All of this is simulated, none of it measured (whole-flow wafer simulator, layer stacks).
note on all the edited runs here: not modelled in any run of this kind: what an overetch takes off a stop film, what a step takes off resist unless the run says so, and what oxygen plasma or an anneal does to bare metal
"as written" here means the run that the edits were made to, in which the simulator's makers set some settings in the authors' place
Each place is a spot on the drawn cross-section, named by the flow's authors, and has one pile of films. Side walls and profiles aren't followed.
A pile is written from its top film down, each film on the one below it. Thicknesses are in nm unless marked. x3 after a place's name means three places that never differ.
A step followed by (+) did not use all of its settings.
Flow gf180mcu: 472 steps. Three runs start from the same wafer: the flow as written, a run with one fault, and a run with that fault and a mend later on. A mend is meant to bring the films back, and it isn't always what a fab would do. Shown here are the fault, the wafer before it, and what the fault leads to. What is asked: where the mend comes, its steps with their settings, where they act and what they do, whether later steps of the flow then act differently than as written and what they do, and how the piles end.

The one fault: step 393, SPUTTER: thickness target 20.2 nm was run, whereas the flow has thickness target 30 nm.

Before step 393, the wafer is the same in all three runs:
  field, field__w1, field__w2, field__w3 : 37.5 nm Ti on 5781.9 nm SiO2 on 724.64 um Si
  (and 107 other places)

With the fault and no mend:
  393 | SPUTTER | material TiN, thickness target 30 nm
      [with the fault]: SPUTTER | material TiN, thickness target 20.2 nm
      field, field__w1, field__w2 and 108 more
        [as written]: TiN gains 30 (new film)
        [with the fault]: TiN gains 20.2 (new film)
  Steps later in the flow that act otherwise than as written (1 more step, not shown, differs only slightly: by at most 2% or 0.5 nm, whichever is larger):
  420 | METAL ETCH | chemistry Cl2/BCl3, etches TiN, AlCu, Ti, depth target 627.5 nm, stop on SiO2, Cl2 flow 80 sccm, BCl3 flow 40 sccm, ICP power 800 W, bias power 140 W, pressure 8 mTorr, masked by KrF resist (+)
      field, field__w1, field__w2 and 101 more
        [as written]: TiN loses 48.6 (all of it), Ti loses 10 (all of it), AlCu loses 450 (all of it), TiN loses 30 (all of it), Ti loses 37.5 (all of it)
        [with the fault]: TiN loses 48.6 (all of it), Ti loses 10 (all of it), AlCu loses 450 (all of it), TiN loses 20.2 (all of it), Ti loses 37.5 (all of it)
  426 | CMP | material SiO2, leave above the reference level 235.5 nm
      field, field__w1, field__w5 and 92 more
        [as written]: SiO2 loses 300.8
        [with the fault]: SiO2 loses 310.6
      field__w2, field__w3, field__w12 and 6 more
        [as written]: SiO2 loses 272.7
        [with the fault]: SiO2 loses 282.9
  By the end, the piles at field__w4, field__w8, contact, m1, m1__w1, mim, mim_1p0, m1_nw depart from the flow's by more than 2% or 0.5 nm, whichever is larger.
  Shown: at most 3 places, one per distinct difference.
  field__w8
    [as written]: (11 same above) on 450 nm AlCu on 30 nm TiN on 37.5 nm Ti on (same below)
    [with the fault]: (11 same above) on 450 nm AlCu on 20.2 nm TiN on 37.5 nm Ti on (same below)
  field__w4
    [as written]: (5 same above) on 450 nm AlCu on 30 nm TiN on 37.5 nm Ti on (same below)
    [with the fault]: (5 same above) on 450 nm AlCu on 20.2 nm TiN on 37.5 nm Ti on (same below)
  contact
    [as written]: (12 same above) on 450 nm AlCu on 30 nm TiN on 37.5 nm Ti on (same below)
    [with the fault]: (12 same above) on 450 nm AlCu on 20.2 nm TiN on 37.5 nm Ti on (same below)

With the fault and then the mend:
  The mend stands after step 393.
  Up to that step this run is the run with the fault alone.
  393a | SPUTTER | material TiN, thickness target 9.8 nm (the flow's step 393 again, with other settings)
      field, field__w1, field__w2 and 108 more
        TiN gains 9.8
  Every later step of the flow that is run acts as written at every place that is followed.
  The piles end the same as the flow's at every place that both follow.
